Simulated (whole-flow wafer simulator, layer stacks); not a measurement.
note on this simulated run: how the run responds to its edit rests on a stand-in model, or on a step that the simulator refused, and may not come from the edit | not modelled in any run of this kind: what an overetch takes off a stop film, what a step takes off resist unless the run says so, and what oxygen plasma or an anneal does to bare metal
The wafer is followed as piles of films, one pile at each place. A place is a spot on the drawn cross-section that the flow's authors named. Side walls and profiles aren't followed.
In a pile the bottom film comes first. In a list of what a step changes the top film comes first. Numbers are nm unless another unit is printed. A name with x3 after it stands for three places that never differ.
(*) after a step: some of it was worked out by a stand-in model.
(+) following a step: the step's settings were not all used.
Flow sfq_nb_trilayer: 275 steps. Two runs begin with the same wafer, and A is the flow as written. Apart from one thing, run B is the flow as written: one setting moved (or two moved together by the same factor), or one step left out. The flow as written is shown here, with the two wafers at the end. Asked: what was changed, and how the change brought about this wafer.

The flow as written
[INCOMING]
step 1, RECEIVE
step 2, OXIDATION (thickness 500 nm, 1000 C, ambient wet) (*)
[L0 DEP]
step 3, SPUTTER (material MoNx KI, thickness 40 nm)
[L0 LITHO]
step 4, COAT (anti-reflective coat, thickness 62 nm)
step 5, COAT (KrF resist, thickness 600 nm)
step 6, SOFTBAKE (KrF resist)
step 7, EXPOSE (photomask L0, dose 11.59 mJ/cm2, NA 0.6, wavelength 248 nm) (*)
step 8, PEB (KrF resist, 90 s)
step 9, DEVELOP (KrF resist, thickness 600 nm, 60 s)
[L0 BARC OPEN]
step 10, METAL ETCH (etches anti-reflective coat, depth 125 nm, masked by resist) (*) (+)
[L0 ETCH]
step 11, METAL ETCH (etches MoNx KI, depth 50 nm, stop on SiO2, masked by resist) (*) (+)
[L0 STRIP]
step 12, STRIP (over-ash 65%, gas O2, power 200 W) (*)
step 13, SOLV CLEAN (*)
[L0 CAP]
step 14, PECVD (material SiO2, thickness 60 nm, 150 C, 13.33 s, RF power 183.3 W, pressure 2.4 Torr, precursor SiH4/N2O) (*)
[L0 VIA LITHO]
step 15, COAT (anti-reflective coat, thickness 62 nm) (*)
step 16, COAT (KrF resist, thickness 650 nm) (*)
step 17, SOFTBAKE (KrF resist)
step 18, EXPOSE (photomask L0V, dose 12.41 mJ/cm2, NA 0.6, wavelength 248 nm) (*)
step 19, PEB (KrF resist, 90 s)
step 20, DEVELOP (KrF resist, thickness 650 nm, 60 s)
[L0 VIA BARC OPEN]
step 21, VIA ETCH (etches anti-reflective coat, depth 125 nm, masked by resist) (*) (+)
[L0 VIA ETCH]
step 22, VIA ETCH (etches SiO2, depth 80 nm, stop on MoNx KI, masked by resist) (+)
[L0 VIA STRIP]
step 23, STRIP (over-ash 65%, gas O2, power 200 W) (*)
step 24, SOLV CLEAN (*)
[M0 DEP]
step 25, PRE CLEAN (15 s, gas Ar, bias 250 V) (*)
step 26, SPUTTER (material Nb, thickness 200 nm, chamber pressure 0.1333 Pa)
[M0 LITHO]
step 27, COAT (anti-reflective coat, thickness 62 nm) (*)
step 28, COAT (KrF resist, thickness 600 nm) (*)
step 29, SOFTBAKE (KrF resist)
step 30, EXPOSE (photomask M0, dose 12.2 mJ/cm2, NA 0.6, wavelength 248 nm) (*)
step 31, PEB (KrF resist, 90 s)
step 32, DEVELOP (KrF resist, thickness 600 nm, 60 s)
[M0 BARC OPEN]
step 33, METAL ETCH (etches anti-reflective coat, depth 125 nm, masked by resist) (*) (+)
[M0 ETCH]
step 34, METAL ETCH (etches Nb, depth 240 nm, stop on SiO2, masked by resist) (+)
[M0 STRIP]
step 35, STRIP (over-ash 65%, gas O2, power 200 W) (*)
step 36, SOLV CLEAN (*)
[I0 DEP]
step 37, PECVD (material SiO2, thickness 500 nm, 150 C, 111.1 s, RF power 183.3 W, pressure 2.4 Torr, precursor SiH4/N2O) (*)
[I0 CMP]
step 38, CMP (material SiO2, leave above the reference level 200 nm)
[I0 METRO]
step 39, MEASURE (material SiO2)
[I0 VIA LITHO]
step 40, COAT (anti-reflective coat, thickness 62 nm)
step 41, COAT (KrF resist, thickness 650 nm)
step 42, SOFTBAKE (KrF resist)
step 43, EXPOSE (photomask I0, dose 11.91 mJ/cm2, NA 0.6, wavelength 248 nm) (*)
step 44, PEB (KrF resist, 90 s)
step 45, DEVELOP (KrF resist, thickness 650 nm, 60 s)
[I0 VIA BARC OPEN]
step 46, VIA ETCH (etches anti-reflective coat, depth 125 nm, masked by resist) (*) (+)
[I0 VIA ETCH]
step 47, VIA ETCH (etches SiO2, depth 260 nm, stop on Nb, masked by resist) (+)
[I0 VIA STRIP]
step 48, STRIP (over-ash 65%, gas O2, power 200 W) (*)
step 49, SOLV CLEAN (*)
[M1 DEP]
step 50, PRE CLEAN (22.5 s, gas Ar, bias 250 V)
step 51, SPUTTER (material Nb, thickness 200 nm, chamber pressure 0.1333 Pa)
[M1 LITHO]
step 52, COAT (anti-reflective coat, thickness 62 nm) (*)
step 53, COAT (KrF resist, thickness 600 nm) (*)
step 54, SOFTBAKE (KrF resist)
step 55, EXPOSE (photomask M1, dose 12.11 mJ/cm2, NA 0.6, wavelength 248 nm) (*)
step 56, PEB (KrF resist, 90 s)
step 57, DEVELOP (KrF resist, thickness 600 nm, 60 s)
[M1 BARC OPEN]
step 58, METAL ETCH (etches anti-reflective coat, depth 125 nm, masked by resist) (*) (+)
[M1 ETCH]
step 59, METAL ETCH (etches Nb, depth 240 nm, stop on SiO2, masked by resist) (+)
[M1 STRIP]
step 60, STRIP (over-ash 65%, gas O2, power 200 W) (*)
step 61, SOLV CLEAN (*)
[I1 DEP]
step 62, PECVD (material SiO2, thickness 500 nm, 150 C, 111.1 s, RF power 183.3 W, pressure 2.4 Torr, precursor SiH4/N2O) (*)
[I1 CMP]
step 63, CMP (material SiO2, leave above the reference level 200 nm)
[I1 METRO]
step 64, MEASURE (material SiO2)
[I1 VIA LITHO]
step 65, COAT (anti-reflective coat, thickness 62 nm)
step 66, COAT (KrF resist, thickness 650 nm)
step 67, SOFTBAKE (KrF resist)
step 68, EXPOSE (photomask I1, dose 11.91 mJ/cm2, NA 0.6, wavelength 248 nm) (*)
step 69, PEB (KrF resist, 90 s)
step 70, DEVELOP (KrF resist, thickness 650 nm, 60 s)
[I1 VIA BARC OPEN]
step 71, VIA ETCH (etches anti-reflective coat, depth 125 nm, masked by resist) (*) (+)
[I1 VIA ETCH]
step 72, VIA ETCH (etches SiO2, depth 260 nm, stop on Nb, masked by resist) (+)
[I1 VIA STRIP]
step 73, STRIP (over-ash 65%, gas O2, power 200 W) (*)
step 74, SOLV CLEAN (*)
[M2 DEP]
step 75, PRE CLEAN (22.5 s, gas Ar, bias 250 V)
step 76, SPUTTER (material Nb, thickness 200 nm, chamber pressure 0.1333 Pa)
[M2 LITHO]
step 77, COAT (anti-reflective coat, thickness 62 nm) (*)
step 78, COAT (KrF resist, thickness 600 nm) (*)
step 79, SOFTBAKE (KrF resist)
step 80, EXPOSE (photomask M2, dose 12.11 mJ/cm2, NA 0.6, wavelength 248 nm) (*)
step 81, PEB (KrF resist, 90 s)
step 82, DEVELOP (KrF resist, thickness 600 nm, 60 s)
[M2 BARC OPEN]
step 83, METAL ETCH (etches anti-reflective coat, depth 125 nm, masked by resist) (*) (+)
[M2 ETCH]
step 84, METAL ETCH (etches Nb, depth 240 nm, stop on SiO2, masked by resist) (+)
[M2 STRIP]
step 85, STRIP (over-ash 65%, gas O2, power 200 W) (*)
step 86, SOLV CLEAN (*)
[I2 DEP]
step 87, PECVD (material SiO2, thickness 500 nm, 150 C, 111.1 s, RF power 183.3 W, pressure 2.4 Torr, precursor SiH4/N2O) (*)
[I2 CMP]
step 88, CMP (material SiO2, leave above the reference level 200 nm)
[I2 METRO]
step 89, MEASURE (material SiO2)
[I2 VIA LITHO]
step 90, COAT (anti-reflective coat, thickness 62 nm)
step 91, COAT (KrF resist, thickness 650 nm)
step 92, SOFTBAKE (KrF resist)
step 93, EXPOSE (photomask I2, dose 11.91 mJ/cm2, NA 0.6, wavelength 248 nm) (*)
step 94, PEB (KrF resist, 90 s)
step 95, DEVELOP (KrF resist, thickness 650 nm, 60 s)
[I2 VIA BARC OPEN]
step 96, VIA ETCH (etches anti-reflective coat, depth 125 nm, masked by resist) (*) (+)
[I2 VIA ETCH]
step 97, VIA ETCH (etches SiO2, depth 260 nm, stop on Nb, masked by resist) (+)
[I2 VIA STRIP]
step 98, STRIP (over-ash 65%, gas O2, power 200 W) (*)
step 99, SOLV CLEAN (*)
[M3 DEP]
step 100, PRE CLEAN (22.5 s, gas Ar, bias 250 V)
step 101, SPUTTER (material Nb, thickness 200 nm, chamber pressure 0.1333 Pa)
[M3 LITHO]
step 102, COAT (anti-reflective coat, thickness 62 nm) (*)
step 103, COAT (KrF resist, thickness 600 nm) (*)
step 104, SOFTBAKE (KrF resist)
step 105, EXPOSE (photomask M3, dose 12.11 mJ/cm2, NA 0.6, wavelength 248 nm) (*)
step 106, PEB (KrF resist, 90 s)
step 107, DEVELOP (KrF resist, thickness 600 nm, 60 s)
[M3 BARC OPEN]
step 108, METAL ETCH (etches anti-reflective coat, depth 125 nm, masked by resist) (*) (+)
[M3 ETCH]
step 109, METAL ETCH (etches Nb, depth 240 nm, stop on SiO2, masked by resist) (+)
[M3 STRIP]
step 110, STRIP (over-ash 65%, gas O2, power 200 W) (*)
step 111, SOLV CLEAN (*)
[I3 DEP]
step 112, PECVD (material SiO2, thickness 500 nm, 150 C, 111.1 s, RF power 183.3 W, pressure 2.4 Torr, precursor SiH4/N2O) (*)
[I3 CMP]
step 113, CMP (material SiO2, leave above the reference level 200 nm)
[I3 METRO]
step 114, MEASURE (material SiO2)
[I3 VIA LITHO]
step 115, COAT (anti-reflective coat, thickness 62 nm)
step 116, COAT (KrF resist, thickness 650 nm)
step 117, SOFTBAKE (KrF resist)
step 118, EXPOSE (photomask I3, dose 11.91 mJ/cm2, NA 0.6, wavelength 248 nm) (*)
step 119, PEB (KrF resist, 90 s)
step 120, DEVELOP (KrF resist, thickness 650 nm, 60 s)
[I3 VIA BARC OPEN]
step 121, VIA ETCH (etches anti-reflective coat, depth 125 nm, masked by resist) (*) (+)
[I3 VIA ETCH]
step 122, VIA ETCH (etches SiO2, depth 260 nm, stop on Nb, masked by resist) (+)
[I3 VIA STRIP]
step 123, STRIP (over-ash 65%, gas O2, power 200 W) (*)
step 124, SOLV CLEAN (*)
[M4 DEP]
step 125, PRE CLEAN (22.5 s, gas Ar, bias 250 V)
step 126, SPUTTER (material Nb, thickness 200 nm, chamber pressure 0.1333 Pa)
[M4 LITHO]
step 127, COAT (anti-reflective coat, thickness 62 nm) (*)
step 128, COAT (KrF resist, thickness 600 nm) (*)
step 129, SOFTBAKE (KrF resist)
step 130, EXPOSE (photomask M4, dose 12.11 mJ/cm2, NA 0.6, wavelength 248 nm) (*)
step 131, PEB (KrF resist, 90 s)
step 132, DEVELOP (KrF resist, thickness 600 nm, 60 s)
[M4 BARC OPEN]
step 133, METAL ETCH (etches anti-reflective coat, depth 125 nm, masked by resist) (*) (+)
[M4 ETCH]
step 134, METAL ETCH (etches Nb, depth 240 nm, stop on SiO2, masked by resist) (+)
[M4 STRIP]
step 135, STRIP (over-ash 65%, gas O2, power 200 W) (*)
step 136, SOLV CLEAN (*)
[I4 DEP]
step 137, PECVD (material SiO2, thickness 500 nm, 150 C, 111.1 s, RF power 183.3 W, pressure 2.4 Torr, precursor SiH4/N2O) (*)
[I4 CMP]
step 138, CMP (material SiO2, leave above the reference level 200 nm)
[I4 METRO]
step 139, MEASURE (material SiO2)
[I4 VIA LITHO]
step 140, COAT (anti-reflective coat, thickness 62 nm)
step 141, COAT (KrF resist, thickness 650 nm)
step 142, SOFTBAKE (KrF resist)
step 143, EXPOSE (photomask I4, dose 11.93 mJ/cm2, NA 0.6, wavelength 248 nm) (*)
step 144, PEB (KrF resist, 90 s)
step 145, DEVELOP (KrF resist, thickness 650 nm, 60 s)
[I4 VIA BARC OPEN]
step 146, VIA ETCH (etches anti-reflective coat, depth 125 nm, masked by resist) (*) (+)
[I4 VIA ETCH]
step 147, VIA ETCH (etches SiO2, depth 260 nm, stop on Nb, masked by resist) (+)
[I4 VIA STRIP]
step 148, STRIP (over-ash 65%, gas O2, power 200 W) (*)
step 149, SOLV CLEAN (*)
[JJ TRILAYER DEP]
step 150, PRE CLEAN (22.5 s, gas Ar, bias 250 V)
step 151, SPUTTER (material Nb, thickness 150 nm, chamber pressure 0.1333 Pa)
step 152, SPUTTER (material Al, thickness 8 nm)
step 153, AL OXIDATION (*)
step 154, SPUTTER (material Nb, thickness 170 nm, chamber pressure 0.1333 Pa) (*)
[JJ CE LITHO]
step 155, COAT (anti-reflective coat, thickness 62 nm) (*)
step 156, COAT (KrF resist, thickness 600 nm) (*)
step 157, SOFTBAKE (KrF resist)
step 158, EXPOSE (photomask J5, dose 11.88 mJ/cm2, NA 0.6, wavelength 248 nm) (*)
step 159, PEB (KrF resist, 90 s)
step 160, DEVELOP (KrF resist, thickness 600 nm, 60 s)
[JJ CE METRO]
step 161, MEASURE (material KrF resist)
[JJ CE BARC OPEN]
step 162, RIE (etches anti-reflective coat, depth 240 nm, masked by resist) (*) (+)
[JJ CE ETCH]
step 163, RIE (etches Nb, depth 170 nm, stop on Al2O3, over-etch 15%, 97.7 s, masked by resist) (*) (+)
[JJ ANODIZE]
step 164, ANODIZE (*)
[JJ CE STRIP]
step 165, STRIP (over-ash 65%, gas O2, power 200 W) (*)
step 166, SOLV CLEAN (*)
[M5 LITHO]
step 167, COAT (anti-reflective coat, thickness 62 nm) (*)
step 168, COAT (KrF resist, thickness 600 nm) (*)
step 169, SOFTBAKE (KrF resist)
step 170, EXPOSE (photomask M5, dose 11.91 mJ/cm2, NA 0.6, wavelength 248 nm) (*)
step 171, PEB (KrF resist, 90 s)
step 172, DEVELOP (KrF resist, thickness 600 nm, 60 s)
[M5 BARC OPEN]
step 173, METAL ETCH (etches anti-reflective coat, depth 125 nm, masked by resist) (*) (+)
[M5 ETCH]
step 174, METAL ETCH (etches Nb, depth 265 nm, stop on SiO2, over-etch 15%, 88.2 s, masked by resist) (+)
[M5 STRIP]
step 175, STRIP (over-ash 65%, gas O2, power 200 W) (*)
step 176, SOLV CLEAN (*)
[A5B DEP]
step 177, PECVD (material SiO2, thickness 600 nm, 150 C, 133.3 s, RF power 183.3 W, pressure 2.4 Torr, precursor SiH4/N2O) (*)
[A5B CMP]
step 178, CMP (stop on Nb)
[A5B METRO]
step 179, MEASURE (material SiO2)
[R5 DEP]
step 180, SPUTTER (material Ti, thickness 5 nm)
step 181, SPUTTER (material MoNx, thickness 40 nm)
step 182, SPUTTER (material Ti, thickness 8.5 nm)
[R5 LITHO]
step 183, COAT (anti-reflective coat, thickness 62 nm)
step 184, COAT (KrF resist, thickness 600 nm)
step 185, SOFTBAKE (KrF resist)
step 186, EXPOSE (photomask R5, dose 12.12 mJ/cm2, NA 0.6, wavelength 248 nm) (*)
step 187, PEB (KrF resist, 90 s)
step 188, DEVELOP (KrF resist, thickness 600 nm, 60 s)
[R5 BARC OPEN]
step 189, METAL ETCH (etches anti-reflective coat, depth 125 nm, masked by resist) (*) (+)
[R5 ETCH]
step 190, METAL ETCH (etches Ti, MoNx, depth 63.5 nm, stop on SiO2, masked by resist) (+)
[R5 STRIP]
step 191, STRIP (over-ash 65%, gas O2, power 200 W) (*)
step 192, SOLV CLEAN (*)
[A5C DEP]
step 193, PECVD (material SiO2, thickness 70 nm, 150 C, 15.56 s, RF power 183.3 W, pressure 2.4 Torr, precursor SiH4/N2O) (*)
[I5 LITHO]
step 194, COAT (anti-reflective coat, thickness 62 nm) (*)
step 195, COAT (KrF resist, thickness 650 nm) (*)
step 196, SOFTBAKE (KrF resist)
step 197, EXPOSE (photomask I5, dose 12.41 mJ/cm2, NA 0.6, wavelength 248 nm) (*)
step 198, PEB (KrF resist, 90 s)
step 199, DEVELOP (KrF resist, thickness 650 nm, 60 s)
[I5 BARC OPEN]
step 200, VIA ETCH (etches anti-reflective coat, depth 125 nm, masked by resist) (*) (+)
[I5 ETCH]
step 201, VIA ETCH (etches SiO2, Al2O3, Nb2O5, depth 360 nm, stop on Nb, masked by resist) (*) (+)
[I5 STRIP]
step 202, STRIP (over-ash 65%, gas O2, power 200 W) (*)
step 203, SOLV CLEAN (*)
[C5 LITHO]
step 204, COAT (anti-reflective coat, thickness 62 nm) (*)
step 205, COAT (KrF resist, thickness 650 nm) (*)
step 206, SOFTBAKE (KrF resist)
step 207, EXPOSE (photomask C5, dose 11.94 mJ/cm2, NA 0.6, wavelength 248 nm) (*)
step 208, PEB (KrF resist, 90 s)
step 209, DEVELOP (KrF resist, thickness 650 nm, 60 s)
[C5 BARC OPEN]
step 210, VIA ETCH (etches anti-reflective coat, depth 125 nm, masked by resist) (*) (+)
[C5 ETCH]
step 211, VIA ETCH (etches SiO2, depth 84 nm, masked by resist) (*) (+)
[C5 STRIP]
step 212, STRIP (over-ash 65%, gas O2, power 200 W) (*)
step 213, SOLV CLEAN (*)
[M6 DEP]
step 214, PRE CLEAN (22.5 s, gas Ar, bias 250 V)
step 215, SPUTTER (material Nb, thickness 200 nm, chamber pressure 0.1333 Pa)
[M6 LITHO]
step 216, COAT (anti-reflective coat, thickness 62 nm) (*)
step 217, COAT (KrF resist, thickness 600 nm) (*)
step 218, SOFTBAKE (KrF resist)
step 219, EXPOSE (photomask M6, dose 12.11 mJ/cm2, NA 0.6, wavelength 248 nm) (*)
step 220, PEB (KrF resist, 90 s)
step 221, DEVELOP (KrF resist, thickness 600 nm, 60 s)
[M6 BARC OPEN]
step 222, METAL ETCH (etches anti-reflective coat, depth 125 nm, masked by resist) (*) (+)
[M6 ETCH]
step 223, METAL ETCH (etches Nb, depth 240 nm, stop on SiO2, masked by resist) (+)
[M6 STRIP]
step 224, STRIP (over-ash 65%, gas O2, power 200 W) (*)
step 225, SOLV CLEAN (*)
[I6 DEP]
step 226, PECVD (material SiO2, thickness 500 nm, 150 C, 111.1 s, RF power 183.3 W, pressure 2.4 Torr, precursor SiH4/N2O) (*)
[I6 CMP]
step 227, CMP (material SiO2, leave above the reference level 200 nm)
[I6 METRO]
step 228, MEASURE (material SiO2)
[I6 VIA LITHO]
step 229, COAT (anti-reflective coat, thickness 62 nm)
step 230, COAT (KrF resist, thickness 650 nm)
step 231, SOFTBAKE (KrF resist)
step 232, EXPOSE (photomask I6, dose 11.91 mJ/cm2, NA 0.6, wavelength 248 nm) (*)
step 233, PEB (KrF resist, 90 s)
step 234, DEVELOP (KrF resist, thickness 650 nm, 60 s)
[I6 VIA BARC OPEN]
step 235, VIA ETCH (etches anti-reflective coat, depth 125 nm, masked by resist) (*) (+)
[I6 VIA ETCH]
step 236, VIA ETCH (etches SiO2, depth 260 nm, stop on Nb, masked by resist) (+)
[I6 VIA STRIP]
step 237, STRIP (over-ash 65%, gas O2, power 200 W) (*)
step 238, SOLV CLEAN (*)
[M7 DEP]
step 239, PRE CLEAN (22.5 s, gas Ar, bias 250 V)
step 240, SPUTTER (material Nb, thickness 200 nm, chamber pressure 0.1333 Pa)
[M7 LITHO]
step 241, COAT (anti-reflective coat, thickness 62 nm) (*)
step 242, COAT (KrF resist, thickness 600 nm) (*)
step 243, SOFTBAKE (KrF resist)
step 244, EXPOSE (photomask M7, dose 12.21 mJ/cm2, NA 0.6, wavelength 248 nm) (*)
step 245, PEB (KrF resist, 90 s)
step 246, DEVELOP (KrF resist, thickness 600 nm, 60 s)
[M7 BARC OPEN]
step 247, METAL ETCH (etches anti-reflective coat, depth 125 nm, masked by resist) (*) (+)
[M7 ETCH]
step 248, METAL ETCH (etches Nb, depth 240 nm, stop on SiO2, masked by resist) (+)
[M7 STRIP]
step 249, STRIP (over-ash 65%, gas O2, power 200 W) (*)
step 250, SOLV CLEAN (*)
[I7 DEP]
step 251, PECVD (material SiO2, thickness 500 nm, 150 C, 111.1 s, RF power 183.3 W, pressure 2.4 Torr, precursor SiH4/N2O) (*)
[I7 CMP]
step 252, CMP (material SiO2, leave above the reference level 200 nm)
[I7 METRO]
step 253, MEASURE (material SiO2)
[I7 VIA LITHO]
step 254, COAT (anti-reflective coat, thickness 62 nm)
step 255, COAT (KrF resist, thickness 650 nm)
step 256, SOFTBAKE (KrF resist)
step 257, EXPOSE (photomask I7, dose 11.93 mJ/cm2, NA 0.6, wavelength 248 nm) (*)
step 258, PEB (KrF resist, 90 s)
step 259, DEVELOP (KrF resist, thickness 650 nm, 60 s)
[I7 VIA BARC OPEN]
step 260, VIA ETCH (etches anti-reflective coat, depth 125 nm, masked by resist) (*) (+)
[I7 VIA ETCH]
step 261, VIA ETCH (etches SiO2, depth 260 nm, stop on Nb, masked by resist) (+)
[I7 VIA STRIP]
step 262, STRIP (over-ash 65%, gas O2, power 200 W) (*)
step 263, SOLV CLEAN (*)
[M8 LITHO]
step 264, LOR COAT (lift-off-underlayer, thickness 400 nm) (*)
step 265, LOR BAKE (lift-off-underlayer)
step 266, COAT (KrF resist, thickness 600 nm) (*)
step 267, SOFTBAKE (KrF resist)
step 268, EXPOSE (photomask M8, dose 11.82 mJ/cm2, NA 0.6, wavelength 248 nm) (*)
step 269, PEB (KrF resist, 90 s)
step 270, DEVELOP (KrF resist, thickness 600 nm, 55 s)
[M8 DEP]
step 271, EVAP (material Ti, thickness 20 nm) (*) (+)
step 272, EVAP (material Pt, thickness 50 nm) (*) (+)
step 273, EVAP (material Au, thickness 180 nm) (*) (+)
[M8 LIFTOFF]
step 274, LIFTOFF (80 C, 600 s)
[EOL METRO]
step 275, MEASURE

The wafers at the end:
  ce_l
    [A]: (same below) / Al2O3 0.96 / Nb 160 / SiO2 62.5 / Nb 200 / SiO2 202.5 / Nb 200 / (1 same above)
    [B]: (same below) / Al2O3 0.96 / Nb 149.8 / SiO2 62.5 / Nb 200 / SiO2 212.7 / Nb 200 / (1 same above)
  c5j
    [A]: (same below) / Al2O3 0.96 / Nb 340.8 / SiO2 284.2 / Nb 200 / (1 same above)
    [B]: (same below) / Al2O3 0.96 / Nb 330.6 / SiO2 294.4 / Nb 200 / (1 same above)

What caused this: step 190, METAL ETCH: depth 73.7 nm was run, whereas the flow has depth 63.5 nm.

The path from the change to this, step by step:
  step 190, METAL ETCH (etches Ti, MoNx, depth 63.5 nm, stop on SiO2, masked by resist) (+)
      be_r, r_sur, res, r_end, r5r_line_l, r5r_line_c, r5r_line_r: A -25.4 KrF resist | B -29.5 KrF resist
      ce_l, c5j, ce_r, wl_jj: A -8.5 Ti (all of it), -40 MoNx (all of it), -5 Ti (all of it), -10 Nb | B -8.5 Ti (all of it), -40 MoNx (all of it), -5 Ti (all of it), -20.2 Nb
  step 194, COAT (anti-reflective coat, thickness 62 nm) (*)
      wl_j_sl, wl_j_sr: A +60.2 anti-reflective coat (new film) | B +58.4 anti-reflective coat (new film)
      jj_sur: A +60.8 anti-reflective coat (new film) | B +59 anti-reflective coat (new film)
      (also at 5 further places)
  step 202, STRIP (over-ash 65%, gas O2, power 200 W) (*)
      wl_j_sl, wl_j_sr: A -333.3 KrF resist (all of it), -60.2 anti-reflective coat (all of it) | B -333.5 KrF resist (all of it), -58.4 anti-reflective coat (all of it)
      jj_sur: A -337.2 KrF resist (all of it), -60.8 anti-reflective coat (all of it) | B -337.5 KrF resist (all of it), -59 anti-reflective coat (all of it)
      (also at 5 further places)
  step 204, COAT (anti-reflective coat, thickness 62 nm) (*)
      wl_j_sl, wl_j_sr: A +60.2 anti-reflective coat (new film) | B +58.4 anti-reflective coat (new film)
      jj_sur: A +59.5 anti-reflective coat (new film) | B +57.7 anti-reflective coat (new film)
      (also at 5 further places)
  step 210, VIA ETCH (etches anti-reflective coat, depth 125 nm, masked by resist) (*) (+)
      c5j: A -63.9 anti-reflective coat (all of it), -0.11 SiO2 | B -66.7 anti-reflective coat (all of it), -0.09 SiO2
  step 212, STRIP (over-ash 65%, gas O2, power 200 W) (*)
      wl_j_sl, wl_j_sr: A -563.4 KrF resist (all of it), -60.2 anti-reflective coat (all of it) | B -563.6 KrF resist (all of it), -58.4 anti-reflective coat (all of it)
      jj_sur: A -562 KrF resist (all of it), -59.5 anti-reflective coat (all of it) | B -562.2 KrF resist (all of it), -57.7 anti-reflective coat (all of it)
      (also at 4 further places)
  step 216, COAT (anti-reflective coat, thickness 62 nm) (*)
      wl_j_sl, wl_j_sr: A +60.2 anti-reflective coat (new film) | B +58.4 anti-reflective coat (new film)
      jj_sur: A +56.1 anti-reflective coat (new film) | B +54.4 anti-reflective coat (new film)
      (also at 5 further places)
  step 224, STRIP (over-ash 65%, gas O2, power 200 W) (*)
      wl_j_sl, wl_j_sr: A -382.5 KrF resist (all of it), -60.2 anti-reflective coat (all of it) | B -382.6 KrF resist (all of it), -58.4 anti-reflective coat (all of it)
      jj_sur: A -378.5 KrF resist (all of it), -56.1 anti-reflective coat (all of it) | B -378.6 KrF resist (all of it), -54.4 anti-reflective coat (all of it)
      (also at 5 further places)
  step 227, CMP (material SiO2, leave above the reference level 200 nm)
      ce_l, ce_r, wl_jj: A -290 SiO2 | B -279.8 SiO2
      c5j: A -223 SiO2 | B -212.8 SiO2
